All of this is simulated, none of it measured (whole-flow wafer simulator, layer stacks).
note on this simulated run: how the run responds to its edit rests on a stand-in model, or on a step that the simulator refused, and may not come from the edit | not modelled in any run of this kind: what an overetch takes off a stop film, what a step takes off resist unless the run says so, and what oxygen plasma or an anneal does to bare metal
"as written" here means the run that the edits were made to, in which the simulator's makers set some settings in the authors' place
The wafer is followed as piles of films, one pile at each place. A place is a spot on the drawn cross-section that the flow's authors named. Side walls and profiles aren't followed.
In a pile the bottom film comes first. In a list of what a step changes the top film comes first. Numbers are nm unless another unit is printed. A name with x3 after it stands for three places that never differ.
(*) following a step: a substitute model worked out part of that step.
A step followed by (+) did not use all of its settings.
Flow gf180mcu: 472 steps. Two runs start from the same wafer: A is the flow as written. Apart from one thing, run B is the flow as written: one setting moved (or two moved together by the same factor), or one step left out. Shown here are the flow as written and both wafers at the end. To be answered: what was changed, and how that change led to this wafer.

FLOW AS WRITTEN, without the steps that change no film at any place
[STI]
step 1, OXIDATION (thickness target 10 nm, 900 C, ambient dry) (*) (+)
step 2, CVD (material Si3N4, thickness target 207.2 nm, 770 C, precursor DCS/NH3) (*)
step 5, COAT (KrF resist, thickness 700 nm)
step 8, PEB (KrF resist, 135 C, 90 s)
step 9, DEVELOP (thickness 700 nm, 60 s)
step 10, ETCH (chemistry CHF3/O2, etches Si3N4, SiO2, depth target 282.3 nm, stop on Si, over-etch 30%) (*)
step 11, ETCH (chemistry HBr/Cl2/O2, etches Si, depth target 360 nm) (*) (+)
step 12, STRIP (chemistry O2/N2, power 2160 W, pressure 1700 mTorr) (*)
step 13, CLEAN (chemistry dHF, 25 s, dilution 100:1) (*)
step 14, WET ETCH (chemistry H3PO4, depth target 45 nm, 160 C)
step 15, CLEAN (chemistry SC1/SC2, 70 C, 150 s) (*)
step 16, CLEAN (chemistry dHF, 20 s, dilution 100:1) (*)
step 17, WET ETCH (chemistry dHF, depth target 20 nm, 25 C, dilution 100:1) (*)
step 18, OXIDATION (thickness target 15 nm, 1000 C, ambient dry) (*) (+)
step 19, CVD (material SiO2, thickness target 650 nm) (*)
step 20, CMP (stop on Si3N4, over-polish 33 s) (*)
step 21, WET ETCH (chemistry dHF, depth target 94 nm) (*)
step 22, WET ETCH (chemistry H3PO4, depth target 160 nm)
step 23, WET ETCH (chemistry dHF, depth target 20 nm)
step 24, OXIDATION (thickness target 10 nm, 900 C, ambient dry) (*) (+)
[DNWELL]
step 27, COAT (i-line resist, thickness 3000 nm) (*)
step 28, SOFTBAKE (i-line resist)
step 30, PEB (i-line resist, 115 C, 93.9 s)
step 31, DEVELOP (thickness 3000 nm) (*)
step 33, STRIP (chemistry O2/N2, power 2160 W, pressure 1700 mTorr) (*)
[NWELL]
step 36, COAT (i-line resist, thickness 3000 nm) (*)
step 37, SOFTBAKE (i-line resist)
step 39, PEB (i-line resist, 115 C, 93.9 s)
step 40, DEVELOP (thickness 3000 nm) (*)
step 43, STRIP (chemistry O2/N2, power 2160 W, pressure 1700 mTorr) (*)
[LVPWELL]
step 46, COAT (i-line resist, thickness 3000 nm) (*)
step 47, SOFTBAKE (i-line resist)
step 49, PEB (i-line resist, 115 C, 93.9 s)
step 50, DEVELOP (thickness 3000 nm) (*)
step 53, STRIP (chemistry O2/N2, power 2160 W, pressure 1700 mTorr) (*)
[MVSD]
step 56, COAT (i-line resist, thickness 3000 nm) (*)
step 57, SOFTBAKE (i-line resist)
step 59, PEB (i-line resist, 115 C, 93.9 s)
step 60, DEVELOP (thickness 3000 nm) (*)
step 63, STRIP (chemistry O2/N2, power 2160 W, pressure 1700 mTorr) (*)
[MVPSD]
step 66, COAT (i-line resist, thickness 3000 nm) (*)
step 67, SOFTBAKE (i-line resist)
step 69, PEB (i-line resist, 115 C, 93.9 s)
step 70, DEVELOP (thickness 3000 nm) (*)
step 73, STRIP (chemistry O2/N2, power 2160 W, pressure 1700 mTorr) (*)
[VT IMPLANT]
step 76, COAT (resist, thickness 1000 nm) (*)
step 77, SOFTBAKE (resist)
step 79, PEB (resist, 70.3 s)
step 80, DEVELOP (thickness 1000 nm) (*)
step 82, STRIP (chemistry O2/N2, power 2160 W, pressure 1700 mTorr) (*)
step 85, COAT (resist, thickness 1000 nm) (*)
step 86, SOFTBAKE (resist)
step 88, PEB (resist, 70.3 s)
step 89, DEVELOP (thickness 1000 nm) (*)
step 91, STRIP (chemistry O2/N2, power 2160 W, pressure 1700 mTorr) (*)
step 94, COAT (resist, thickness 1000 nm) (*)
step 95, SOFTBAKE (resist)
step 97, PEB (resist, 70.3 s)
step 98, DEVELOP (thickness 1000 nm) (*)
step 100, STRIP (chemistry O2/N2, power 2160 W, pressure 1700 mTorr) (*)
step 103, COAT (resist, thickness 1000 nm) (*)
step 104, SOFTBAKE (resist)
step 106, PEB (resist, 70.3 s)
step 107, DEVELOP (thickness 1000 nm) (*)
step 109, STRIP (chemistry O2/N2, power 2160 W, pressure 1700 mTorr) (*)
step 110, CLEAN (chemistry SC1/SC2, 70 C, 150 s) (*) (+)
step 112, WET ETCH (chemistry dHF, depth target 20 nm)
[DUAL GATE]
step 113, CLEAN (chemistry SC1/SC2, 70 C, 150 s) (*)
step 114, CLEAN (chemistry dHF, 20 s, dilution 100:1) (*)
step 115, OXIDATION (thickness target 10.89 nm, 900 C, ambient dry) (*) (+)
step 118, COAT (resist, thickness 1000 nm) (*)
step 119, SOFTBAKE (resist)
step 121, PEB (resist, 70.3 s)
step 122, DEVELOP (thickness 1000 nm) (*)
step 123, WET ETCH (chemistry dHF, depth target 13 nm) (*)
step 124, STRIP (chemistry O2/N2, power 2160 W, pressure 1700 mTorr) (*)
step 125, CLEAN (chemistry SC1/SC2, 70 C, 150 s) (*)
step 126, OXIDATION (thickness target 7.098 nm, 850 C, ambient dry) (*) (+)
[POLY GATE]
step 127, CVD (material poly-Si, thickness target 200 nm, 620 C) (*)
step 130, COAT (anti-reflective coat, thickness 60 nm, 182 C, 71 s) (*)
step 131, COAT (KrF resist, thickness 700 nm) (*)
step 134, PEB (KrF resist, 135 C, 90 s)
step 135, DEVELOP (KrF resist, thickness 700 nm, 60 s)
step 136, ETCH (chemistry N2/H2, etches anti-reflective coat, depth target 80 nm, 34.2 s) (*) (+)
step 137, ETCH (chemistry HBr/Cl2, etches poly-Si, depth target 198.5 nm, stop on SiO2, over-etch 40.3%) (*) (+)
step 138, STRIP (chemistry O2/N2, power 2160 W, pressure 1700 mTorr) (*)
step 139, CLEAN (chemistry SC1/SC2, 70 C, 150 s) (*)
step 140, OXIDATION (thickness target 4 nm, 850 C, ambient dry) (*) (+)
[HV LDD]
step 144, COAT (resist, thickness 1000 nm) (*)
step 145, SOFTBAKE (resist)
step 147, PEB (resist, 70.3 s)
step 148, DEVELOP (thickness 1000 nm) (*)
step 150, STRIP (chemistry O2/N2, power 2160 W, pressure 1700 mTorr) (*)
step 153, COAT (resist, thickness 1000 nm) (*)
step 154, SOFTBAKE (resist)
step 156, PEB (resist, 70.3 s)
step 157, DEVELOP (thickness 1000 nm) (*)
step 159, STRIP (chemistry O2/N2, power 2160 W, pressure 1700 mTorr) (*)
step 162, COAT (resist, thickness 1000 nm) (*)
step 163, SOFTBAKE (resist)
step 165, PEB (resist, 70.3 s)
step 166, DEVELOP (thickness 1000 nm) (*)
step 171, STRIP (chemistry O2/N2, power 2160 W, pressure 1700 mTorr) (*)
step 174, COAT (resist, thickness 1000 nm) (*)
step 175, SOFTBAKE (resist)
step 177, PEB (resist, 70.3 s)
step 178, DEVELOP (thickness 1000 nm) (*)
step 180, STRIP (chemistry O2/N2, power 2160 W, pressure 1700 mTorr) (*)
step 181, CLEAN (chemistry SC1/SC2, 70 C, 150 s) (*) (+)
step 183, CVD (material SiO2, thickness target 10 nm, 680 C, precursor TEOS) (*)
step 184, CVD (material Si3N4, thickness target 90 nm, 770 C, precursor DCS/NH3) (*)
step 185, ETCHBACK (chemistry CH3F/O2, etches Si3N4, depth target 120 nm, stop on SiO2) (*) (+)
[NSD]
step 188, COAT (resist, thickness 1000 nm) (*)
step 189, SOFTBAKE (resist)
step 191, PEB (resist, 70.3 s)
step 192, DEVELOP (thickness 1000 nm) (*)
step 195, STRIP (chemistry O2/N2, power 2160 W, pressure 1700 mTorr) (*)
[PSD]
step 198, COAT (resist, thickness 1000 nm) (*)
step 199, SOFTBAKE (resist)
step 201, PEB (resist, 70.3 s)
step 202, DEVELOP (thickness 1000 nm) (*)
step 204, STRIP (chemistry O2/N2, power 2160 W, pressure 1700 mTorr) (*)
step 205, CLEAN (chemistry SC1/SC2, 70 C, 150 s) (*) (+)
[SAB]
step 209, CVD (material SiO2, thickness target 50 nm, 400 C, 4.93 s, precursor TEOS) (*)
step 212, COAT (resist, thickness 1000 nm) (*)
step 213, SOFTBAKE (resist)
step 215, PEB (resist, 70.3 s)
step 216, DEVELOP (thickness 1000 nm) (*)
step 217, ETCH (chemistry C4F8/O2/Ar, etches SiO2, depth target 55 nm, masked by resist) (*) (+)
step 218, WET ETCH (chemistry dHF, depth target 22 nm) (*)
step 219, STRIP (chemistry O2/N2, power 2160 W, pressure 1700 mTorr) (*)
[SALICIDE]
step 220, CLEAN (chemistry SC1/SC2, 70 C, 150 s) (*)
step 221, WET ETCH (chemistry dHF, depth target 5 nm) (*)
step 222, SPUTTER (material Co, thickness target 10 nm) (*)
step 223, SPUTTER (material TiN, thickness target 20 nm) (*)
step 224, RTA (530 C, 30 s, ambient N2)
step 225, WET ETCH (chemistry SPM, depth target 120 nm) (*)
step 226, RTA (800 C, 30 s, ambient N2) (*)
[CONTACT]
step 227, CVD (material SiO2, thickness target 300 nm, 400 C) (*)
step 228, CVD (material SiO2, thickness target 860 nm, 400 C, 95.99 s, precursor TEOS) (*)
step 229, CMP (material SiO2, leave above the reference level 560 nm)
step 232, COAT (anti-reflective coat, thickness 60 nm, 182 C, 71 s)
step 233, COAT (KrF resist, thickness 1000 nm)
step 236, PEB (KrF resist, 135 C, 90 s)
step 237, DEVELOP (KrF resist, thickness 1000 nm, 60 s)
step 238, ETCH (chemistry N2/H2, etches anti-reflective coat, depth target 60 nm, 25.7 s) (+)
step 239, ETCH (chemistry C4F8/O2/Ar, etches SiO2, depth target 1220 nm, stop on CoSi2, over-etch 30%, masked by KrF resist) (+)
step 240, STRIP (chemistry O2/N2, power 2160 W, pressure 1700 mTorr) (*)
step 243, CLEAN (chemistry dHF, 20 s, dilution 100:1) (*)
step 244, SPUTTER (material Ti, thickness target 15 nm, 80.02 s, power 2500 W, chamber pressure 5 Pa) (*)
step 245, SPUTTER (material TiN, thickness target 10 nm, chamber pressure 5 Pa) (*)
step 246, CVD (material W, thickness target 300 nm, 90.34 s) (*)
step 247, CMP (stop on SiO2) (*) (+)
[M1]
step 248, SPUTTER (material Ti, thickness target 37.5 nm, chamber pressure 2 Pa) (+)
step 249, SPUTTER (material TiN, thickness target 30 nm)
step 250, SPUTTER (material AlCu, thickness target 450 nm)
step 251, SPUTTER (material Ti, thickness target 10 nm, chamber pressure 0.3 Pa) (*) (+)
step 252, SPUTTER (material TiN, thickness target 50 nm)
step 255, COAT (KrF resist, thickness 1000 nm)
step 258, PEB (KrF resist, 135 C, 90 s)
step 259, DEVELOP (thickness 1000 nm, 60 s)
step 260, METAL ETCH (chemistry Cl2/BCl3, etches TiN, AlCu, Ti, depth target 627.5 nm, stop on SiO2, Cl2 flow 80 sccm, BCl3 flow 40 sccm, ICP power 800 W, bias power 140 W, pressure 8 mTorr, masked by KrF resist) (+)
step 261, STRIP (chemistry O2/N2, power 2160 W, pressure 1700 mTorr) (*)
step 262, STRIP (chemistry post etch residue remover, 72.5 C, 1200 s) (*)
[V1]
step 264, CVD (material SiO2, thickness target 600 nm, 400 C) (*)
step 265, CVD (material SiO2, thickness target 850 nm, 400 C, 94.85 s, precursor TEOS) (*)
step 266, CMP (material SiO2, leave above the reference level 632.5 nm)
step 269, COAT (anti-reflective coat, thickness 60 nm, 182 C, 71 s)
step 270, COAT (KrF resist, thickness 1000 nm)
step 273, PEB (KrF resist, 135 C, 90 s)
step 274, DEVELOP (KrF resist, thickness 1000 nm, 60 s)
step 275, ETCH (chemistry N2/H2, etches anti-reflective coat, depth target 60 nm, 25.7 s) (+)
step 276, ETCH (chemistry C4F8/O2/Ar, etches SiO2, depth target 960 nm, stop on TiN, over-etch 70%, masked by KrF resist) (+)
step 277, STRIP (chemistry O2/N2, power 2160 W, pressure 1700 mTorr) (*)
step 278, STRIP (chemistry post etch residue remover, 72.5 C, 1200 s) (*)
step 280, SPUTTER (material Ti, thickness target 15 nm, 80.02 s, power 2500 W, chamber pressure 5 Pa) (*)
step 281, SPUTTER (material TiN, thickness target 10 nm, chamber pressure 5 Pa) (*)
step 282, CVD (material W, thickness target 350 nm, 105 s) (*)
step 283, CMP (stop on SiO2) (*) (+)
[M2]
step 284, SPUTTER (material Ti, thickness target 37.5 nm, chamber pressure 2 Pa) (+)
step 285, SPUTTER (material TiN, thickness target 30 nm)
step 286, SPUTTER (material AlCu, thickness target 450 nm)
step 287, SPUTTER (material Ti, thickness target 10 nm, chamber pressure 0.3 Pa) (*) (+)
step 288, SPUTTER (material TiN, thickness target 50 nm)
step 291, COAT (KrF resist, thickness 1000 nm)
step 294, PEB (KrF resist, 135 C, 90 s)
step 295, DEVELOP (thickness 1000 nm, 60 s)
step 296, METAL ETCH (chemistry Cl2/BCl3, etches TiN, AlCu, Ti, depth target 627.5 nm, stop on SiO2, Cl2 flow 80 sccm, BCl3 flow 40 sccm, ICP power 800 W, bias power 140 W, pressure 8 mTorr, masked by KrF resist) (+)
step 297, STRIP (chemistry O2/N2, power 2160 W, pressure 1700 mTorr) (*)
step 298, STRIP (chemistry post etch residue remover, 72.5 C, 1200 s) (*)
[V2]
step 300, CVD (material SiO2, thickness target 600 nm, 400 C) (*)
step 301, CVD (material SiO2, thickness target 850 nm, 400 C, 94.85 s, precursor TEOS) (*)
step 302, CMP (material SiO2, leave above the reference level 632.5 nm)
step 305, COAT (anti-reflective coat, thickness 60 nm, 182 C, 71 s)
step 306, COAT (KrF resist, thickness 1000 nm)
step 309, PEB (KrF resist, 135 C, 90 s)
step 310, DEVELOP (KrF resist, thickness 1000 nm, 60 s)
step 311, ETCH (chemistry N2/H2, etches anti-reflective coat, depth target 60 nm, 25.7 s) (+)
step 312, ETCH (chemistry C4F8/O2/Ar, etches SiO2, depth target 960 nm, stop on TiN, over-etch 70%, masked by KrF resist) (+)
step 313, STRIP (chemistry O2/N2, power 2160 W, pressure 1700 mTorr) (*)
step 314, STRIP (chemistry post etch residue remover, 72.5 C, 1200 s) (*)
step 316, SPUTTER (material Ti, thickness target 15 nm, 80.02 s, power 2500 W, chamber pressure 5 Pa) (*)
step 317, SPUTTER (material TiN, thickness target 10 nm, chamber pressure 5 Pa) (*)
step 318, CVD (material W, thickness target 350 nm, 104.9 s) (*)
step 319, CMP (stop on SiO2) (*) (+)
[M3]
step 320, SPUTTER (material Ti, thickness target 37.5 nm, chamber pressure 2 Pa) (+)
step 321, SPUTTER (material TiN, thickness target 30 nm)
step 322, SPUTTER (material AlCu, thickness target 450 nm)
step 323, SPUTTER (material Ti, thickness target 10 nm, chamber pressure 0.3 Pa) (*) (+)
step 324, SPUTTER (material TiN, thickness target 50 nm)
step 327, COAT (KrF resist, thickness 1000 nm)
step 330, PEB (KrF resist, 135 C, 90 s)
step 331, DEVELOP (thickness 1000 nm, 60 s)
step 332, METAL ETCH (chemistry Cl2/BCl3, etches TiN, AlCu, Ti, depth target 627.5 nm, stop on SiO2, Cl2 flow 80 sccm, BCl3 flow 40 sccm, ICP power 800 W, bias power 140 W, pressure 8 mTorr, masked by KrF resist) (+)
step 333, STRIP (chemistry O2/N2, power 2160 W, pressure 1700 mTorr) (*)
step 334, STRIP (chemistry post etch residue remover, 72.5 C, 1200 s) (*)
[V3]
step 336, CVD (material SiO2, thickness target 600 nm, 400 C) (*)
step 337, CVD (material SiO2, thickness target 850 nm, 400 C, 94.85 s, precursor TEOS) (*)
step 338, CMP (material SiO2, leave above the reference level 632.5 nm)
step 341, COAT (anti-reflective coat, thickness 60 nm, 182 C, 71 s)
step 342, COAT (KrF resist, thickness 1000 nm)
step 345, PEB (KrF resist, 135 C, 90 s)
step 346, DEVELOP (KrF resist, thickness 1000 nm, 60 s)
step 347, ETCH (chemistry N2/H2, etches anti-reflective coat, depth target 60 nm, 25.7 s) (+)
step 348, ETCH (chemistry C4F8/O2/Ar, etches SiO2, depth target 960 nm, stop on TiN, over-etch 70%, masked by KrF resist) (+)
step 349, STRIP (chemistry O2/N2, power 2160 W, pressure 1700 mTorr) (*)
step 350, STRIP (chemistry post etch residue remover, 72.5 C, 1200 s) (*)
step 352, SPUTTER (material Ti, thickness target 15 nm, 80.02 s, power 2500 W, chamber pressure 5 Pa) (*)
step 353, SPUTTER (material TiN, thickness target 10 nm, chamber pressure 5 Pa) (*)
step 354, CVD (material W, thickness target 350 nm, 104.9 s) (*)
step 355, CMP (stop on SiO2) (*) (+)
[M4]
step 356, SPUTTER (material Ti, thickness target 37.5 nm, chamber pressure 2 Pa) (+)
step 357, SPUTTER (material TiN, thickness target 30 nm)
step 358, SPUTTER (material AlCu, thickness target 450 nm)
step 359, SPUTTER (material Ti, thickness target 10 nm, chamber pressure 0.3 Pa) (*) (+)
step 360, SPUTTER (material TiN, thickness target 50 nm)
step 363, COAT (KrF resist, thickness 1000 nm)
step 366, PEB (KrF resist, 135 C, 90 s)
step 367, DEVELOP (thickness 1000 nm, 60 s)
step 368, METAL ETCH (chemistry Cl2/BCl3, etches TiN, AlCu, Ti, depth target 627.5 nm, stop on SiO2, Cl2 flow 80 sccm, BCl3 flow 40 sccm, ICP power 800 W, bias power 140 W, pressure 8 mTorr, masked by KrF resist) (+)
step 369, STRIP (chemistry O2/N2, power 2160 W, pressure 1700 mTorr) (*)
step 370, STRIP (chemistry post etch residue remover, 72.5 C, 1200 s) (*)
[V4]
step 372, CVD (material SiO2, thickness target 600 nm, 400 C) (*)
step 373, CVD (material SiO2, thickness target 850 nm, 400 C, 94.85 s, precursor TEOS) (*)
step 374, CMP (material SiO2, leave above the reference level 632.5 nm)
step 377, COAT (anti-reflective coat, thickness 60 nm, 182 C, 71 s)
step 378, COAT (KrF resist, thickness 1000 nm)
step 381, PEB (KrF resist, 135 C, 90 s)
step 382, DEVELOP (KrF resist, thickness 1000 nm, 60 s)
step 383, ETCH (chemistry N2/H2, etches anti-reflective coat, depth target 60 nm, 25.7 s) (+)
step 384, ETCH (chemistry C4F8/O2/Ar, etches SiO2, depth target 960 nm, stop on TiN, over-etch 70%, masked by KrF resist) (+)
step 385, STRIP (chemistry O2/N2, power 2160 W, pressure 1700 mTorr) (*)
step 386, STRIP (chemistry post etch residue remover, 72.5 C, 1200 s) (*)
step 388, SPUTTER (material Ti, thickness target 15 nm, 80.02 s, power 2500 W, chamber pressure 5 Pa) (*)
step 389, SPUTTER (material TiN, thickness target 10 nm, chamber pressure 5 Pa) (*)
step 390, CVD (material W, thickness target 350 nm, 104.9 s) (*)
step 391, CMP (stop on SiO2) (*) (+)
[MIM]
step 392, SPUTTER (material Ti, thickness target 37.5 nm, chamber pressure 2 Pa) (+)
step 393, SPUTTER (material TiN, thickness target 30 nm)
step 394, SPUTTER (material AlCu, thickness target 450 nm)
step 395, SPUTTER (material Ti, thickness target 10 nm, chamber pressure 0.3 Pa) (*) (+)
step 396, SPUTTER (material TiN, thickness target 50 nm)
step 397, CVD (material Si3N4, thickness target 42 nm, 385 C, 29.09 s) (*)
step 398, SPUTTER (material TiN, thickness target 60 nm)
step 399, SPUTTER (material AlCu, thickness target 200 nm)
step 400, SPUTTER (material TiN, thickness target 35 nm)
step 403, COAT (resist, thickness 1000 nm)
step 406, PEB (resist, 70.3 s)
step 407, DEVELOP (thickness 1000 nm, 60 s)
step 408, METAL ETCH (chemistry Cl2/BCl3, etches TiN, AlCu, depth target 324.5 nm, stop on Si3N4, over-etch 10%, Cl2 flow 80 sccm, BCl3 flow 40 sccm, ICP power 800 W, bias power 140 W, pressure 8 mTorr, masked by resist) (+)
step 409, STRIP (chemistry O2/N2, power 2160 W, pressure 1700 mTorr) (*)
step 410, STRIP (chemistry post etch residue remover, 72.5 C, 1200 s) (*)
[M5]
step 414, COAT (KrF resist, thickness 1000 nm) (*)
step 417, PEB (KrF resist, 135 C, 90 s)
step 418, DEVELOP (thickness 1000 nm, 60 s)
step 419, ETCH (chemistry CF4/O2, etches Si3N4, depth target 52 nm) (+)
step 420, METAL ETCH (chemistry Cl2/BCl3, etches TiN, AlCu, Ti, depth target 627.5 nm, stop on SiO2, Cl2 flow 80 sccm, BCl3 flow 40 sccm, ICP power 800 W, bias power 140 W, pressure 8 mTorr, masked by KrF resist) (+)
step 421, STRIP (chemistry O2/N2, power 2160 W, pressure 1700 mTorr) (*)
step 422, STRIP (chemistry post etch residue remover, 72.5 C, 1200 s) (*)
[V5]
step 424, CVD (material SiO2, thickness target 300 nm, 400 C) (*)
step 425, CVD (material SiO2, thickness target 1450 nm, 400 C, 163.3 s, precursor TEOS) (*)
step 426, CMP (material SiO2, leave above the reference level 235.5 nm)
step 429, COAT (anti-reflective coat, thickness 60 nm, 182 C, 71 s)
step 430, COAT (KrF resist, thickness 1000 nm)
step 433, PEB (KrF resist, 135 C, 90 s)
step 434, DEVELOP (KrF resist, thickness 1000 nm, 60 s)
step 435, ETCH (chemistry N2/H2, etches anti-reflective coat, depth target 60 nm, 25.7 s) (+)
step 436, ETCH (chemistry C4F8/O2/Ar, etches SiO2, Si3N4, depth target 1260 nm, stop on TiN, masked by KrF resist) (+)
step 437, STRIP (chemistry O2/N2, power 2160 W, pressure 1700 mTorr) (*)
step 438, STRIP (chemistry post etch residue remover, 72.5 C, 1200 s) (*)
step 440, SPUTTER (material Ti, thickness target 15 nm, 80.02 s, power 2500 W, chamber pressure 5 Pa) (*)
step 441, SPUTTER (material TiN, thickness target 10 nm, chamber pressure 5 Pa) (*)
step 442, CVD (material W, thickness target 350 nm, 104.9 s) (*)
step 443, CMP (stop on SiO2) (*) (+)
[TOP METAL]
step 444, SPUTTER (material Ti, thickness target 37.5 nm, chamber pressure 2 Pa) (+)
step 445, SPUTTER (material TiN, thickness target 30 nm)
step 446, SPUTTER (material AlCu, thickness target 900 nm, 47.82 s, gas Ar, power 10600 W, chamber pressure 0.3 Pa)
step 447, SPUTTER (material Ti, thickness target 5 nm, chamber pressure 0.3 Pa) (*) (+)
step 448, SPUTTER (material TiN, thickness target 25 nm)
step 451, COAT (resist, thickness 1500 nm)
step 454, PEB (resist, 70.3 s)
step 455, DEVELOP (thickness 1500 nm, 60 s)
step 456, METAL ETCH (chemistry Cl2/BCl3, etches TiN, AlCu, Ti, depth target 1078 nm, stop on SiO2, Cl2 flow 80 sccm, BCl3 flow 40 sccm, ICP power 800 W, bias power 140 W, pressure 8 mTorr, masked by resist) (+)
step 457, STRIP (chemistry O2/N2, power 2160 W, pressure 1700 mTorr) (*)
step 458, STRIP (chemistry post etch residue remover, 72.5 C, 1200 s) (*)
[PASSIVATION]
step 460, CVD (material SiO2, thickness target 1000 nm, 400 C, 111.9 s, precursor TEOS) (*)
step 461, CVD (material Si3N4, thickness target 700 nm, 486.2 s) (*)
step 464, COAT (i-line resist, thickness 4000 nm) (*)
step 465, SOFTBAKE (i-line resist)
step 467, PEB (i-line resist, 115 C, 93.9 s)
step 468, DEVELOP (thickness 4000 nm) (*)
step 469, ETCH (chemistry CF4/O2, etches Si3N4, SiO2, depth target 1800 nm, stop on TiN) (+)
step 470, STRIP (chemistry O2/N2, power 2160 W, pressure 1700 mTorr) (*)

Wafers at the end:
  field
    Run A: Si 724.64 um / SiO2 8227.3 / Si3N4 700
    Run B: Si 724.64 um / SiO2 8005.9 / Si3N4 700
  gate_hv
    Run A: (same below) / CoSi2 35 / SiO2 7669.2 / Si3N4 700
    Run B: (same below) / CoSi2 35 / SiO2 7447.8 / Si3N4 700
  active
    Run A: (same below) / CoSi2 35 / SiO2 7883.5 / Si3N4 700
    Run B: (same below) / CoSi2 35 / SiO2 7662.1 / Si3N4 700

Cause: step 374, CMP: leave above the reference level 411.1 nm was run, though the flow has leave above the reference level 632.5 nm.

Step by step, how the change led to this:
  step 374, CMP (material SiO2, leave above the reference level 632.5 nm)
      field, field__w1, field__w2 and 103 more: A -300 SiO2 | B -521.4 SiO2
      field__w8, contact, m1, m1__w1, m1_nw: A -877.1 SiO2 | B -1098.5 SiO2
  step 384, ETCH (chemistry C4F8/O2/Ar, etches SiO2, depth target 960 nm, stop on TiN, over-etch 70%, masked by KrF resist) (+)
      field, field__w1, field__w2 and 107 more: A -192 KrF resist | B -119.4 KrF resist
      contact: A -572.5 SiO2 (all of it) | B -351.1 SiO2 (all of it)
  step 385, STRIP (chemistry O2/N2, power 2160 W, pressure 1700 mTorr) (*)
      field, field__w1, field__w2 and 107 more: A -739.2 KrF resist (all of it), -60 anti-reflective coat (all of it) | B -811.8 KrF resist (all of it), -60 anti-reflective coat (all of it)
  step 388, SPUTTER (material Ti, thickness target 15 nm, 80.02 s, power 2500 W, chamber pressure 5 Pa) (*)
      contact: A +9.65 Ti (new film) | B +11 Ti (new film)
  step 389, SPUTTER (material TiN, thickness target 10 nm, chamber pressure 5 Pa) (*)
      contact: A +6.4 TiN (new film) | B +7.33 TiN (new film)
  step 390, CVD (material W, thickness target 350 nm, 104.9 s) (*)
      contact: A +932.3 W (new film) | B +708.6 W (new film)
